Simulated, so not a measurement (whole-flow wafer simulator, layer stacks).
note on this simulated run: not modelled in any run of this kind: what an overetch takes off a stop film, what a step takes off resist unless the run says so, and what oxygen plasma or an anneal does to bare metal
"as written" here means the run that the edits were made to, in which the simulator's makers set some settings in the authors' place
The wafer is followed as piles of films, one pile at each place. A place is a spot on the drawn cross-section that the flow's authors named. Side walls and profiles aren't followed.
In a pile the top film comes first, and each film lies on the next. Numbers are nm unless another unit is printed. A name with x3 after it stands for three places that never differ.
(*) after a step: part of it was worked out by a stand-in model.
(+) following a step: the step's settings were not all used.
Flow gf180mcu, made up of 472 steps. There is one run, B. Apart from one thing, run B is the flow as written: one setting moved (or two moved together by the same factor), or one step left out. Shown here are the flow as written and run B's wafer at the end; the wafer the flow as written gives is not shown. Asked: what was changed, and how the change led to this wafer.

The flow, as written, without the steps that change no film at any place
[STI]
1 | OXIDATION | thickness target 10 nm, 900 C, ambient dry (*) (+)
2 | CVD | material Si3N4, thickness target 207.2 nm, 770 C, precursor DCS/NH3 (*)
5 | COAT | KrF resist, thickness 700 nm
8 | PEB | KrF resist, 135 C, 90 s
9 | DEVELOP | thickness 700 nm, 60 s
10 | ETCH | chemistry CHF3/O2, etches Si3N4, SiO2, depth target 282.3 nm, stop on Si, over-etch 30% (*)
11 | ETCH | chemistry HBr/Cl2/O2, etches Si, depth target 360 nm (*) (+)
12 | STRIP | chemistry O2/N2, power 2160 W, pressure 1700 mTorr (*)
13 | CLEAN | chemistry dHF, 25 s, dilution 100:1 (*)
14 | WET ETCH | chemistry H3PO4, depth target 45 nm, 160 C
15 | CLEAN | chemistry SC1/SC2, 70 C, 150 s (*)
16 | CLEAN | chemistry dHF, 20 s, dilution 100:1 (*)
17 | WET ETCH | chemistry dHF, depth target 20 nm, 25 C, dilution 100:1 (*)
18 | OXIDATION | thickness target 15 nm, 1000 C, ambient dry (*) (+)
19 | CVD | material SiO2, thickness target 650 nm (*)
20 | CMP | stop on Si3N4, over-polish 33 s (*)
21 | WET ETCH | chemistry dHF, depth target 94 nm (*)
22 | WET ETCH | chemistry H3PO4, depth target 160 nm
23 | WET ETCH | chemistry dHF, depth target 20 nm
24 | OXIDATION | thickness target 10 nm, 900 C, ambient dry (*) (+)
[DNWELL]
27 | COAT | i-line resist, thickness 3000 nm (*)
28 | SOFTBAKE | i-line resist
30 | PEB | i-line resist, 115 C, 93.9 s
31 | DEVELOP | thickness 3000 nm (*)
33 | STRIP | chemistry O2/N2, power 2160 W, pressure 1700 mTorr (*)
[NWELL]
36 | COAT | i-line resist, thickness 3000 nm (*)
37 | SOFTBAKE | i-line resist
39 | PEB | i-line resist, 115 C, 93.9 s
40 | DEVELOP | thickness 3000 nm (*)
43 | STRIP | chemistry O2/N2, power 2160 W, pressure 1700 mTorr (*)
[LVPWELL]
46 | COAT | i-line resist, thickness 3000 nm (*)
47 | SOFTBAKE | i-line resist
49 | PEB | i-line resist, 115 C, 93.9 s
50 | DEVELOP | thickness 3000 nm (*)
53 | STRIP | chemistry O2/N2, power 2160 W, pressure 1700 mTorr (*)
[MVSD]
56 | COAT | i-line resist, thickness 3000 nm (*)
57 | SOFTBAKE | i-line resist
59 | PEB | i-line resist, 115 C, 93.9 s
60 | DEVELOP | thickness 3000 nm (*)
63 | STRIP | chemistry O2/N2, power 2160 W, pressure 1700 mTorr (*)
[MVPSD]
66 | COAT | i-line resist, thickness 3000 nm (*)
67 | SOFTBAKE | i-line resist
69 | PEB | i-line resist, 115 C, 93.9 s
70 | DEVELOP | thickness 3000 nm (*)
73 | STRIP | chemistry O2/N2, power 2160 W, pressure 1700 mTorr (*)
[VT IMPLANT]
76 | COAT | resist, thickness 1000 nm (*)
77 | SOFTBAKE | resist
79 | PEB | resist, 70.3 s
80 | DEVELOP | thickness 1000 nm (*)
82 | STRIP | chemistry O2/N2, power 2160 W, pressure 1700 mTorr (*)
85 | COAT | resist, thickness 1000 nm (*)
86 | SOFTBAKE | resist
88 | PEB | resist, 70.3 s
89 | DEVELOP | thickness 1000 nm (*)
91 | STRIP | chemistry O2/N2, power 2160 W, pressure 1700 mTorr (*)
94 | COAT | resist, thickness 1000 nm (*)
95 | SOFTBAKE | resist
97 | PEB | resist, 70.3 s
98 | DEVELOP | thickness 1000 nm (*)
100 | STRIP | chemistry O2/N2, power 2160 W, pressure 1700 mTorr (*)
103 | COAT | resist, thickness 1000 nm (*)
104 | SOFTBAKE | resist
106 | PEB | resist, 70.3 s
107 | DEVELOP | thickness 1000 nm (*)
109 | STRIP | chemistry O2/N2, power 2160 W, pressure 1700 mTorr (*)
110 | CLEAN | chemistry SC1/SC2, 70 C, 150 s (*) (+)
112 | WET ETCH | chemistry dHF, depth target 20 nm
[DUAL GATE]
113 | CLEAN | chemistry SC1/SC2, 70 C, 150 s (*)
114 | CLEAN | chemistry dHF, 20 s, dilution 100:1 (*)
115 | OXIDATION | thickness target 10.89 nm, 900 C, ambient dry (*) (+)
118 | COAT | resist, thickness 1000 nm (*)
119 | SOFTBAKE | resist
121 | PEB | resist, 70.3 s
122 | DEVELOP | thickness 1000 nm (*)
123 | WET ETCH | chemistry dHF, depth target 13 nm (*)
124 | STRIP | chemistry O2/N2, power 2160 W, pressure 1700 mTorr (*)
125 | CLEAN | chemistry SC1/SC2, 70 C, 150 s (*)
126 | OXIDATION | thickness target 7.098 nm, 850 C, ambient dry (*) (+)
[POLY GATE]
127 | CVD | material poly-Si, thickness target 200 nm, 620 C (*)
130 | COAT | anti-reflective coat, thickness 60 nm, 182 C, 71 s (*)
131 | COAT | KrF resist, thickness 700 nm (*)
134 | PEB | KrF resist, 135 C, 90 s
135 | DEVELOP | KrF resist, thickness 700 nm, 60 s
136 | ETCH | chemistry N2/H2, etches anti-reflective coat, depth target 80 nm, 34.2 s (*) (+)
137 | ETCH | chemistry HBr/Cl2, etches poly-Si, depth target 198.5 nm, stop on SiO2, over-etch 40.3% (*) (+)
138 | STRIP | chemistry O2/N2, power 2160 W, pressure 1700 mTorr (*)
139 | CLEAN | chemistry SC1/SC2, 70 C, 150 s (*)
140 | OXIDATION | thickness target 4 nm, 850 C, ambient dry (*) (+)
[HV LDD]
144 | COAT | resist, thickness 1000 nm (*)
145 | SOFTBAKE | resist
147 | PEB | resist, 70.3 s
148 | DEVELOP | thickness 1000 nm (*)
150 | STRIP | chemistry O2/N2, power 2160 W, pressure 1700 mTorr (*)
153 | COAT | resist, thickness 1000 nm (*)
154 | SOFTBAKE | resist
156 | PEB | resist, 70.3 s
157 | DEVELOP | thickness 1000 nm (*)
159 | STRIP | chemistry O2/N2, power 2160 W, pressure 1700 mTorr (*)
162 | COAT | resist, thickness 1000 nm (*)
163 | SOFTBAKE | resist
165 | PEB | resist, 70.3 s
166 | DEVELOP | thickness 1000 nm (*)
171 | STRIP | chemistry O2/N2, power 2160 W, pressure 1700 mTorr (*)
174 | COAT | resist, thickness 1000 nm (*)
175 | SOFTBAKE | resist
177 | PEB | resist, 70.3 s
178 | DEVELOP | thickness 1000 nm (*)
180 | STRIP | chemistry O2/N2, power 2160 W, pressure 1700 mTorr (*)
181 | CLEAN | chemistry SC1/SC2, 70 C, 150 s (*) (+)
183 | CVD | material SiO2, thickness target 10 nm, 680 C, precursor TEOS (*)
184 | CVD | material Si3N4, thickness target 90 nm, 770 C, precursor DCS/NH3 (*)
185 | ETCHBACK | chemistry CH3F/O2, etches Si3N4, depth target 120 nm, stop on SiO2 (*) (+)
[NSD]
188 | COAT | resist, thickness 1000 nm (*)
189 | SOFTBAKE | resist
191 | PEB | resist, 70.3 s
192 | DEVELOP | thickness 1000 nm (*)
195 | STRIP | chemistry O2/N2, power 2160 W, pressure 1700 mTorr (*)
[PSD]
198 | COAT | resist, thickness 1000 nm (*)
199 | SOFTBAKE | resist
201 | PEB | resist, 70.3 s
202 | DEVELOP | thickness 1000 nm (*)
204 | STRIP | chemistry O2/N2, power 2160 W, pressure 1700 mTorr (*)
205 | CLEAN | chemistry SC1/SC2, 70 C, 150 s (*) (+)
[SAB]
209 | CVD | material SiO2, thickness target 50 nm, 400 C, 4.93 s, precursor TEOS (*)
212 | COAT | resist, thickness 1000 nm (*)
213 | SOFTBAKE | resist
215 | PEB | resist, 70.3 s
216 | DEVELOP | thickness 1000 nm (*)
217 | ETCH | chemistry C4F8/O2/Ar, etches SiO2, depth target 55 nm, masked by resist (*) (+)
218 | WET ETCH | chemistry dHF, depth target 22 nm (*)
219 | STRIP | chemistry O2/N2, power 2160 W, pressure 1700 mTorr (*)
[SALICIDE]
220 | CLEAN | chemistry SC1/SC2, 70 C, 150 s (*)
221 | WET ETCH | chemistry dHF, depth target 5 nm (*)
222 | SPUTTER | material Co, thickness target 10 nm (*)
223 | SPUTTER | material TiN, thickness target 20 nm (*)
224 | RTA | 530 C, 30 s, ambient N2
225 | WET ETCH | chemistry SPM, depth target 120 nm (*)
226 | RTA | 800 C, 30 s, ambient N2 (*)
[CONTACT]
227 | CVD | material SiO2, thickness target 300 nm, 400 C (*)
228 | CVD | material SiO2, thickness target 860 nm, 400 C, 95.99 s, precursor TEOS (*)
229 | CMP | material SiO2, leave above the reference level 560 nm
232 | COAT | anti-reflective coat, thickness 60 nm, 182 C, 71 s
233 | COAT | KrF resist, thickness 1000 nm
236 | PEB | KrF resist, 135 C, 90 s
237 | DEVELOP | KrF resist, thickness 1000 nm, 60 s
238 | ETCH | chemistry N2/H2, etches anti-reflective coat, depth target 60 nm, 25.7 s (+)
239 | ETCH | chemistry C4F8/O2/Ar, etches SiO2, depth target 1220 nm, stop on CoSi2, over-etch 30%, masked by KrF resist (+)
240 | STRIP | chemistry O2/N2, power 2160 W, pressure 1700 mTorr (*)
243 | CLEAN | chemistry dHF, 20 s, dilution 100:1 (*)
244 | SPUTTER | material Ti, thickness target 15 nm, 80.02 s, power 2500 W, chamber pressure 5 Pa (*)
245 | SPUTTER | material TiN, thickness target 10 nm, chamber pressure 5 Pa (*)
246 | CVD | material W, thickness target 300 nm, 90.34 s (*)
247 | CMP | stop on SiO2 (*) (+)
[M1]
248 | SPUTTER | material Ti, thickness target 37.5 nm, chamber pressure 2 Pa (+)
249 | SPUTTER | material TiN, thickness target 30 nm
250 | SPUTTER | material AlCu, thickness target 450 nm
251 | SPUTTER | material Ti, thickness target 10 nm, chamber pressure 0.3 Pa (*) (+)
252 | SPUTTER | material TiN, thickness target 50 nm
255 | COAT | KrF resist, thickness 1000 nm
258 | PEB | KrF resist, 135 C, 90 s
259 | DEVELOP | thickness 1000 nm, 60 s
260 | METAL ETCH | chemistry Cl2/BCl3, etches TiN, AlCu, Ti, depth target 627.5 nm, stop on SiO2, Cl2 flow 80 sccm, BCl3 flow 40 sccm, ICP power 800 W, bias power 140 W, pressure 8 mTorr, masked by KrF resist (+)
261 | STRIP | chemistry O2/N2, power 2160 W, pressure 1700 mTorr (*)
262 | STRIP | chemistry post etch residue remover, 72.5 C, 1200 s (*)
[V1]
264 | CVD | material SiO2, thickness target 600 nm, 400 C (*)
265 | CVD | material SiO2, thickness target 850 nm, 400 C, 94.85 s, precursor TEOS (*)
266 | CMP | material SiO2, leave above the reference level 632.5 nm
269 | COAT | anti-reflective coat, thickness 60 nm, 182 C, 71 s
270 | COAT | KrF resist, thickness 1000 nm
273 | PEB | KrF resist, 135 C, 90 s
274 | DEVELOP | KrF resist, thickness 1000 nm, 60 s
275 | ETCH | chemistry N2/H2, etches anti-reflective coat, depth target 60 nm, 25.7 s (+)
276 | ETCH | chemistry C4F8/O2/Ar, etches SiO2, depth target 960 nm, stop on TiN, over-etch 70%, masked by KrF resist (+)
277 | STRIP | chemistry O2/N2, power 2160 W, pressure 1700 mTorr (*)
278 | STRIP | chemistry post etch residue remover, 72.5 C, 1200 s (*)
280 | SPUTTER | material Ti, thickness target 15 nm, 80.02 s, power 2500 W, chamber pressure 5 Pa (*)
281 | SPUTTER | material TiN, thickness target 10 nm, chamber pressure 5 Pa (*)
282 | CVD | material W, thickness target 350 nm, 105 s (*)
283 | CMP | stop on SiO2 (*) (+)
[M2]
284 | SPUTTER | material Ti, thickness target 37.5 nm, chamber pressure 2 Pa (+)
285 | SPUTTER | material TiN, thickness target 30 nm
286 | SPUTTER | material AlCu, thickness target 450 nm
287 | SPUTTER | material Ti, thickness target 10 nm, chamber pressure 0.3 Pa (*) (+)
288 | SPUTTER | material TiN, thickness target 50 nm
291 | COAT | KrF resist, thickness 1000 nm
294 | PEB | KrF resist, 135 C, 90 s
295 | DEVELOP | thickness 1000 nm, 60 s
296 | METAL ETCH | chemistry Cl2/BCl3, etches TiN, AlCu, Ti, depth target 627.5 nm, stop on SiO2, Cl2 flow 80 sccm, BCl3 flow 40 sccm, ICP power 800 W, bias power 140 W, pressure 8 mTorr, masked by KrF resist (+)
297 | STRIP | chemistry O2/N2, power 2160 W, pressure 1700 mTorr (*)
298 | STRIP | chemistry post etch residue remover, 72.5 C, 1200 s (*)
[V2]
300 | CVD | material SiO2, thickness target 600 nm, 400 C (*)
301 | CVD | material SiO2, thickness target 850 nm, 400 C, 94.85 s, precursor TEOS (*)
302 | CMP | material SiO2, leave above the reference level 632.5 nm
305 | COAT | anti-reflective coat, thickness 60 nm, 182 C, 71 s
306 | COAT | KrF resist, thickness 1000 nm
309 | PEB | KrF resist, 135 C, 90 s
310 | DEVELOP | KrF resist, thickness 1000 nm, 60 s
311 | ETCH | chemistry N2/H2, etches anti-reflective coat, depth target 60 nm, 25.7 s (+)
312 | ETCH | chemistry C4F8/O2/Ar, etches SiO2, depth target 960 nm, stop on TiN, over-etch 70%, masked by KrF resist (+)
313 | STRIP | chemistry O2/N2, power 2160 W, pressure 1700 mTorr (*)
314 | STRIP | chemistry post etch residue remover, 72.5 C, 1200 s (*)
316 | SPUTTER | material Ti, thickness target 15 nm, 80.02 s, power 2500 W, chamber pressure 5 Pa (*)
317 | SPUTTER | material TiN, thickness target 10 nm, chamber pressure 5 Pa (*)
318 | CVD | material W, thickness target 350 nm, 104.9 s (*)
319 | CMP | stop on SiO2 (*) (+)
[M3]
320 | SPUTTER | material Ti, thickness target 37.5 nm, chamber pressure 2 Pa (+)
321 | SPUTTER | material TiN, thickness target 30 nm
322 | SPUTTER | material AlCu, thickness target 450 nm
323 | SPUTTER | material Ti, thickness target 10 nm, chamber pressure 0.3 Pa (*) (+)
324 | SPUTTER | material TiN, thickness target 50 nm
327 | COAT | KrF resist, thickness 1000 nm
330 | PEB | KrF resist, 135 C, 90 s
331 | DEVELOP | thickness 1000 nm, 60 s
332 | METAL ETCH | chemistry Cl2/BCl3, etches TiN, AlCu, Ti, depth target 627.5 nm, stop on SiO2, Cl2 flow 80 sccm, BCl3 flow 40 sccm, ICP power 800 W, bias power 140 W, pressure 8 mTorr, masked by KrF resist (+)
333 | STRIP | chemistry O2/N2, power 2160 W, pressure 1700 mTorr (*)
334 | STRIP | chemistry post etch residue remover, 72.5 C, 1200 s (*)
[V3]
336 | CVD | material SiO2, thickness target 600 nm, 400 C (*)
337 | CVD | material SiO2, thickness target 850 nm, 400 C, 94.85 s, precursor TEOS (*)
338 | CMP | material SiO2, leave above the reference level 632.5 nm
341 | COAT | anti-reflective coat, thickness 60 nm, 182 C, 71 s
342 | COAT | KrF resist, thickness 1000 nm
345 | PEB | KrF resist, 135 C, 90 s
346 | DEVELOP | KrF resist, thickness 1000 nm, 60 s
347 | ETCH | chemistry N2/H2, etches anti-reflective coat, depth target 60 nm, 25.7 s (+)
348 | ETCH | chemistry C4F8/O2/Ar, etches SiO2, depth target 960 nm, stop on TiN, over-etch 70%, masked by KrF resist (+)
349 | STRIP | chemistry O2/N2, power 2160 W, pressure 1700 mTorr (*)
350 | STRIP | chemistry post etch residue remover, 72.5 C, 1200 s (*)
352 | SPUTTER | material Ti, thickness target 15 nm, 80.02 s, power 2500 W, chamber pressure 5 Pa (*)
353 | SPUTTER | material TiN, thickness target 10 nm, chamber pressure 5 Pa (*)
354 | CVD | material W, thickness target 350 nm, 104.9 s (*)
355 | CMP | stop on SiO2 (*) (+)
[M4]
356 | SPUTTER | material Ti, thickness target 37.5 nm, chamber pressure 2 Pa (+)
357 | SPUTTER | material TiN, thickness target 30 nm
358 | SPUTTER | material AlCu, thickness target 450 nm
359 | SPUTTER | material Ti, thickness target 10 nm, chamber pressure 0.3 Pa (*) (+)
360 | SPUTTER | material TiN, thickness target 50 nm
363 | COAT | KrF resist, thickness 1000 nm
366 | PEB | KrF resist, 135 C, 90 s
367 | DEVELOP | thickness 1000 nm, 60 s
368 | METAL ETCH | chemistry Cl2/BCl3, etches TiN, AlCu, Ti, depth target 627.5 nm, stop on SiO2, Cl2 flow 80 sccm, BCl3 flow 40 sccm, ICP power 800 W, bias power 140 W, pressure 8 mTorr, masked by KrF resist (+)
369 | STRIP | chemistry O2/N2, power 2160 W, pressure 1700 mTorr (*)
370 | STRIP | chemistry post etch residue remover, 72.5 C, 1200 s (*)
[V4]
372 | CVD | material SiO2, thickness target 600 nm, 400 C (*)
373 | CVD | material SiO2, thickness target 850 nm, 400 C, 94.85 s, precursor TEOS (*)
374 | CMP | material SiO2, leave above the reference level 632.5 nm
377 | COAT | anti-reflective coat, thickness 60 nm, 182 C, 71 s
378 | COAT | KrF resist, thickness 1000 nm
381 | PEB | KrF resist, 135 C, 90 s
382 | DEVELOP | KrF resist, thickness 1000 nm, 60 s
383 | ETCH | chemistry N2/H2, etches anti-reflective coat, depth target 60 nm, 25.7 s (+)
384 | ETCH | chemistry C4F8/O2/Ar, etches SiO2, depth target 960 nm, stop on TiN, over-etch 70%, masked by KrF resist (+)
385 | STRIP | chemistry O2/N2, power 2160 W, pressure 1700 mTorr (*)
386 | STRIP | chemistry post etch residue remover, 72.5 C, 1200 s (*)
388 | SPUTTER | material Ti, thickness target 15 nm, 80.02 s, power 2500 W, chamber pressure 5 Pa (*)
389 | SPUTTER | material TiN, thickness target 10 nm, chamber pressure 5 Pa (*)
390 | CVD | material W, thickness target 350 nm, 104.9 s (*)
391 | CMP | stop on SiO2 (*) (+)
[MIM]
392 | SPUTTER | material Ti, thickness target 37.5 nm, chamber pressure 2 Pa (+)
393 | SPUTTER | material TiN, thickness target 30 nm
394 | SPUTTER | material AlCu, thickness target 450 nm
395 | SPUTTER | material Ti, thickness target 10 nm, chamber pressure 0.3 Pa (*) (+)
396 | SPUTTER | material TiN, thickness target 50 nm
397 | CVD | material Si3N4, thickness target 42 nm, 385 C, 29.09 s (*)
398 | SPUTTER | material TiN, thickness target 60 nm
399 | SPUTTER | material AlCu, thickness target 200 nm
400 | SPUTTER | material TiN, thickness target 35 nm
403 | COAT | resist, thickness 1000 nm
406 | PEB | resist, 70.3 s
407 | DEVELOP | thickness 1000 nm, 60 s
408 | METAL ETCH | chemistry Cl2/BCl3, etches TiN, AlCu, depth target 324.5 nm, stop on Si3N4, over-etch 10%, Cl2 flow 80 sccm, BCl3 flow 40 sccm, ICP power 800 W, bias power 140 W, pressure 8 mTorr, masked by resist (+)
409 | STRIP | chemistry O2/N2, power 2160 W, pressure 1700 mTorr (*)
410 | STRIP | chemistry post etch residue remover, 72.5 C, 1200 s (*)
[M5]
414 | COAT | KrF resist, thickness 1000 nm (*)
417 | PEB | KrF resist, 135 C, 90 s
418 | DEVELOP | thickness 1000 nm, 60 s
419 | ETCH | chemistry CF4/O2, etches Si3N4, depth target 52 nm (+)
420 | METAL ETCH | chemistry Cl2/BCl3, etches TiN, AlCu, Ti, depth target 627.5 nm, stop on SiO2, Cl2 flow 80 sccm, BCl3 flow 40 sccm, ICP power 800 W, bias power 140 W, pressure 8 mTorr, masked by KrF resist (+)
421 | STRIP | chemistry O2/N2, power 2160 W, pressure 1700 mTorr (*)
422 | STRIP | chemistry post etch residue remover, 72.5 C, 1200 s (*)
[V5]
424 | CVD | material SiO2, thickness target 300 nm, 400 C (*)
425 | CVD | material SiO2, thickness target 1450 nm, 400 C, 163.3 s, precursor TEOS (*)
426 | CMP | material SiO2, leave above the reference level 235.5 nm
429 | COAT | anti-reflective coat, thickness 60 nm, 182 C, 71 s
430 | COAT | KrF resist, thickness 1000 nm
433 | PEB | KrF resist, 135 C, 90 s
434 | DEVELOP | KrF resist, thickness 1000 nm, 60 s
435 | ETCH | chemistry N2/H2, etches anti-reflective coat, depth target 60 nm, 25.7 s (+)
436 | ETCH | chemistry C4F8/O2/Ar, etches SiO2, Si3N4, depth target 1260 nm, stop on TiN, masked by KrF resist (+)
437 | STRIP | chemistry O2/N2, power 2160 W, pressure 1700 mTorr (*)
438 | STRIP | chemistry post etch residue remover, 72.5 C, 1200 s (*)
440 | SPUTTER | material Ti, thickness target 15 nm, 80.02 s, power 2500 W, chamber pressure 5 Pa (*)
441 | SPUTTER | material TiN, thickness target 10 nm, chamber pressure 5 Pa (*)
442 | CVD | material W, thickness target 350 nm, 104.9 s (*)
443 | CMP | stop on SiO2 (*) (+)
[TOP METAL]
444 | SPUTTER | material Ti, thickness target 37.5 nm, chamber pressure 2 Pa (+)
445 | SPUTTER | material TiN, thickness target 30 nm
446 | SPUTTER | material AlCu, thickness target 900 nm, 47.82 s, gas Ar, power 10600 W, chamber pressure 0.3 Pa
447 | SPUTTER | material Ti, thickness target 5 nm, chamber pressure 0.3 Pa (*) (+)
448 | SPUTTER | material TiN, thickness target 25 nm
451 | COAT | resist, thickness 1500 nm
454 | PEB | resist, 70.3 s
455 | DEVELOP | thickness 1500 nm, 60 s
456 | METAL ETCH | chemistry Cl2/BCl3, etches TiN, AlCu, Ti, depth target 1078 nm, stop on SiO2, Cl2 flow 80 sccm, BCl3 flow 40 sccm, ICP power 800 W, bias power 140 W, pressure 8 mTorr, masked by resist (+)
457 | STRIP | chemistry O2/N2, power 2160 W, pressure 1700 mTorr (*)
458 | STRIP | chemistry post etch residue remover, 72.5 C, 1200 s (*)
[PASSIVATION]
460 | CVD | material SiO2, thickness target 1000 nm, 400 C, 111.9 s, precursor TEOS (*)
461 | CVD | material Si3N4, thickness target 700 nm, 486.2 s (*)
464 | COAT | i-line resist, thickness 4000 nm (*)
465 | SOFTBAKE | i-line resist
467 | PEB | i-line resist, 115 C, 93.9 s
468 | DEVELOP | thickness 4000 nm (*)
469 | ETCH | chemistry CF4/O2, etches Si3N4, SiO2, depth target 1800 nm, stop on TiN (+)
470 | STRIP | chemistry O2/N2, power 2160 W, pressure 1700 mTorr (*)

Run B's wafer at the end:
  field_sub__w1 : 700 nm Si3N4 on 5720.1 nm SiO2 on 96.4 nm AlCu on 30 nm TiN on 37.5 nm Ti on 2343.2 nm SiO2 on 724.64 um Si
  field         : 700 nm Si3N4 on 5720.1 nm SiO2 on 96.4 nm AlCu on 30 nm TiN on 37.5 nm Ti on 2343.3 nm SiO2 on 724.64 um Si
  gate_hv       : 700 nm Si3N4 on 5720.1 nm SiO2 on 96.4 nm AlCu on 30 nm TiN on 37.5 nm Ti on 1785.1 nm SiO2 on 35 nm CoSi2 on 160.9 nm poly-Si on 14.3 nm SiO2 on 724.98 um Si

What caused this: step 296, METAL ETCH: depth target 407.9 nm was run, whereas the flow has depth target 627.5 nm.

The path from the change to this, step by step:
  296 | METAL ETCH | chemistry Cl2/BCl3, etches TiN, AlCu, Ti, depth target 627.5 nm, stop on SiO2, Cl2 flow 80 sccm, BCl3 flow 40 sccm, ICP power 800 W, bias power 140 W, pressure 8 mTorr, masked by KrF resist (+)
      field, field__w1, field__w2 and 103 more: TiN loses 50 (all of it), Ti loses 10 (all of it), AlCu loses 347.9 (as written it would have been: TiN loses 50 (all of it), Ti loses 10 (all of it), AlCu loses 450 (all of it), TiN loses 30 (all of it), Ti loses 37.5 (all of it))
      field__w8, contact, m1, m1__w1, m1_nw: KrF resist loses 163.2 (as written it would have been: KrF resist loses 251)
  297 | STRIP | chemistry O2/N2, power 2160 W, pressure 1700 mTorr (*)
      field__w8, contact, m1, m1__w1, m1_nw: KrF resist loses 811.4 (all of it) (as written it would have been: KrF resist loses 723.5 (all of it))
  298 | STRIP | chemistry post etch residue remover, 72.5 C, 1200 s (*)
      field, field__w1, field__w2 and 103 more: AlCu loses 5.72 (as written it would have been: nothing)
  300 | CVD | material SiO2, thickness target 600 nm, 400 C (*)
      field, field__w1, field__w2 and 103 more: SiO2 gains 600 (new film) (as written it would have been: SiO2 gains 600)
  302 | CMP | material SiO2, leave above the reference level 632.5 nm
      field, field__w1, field__w2 and 103 more: SiO2 loses 463.9 (as written it would have been: SiO2 loses 300)
If metal films that touch count as one body, field_sub__w1 has 1 body; the flow as written gives 0 bodies.
If metal films that touch count as one body, field has 1 body; the flow as written gives 0 bodies.
If metal films that touch count as one body, gate_hv has 2 bodies (between them, from the top down: SiO2 1785.1); the flow as written gives 1 body.
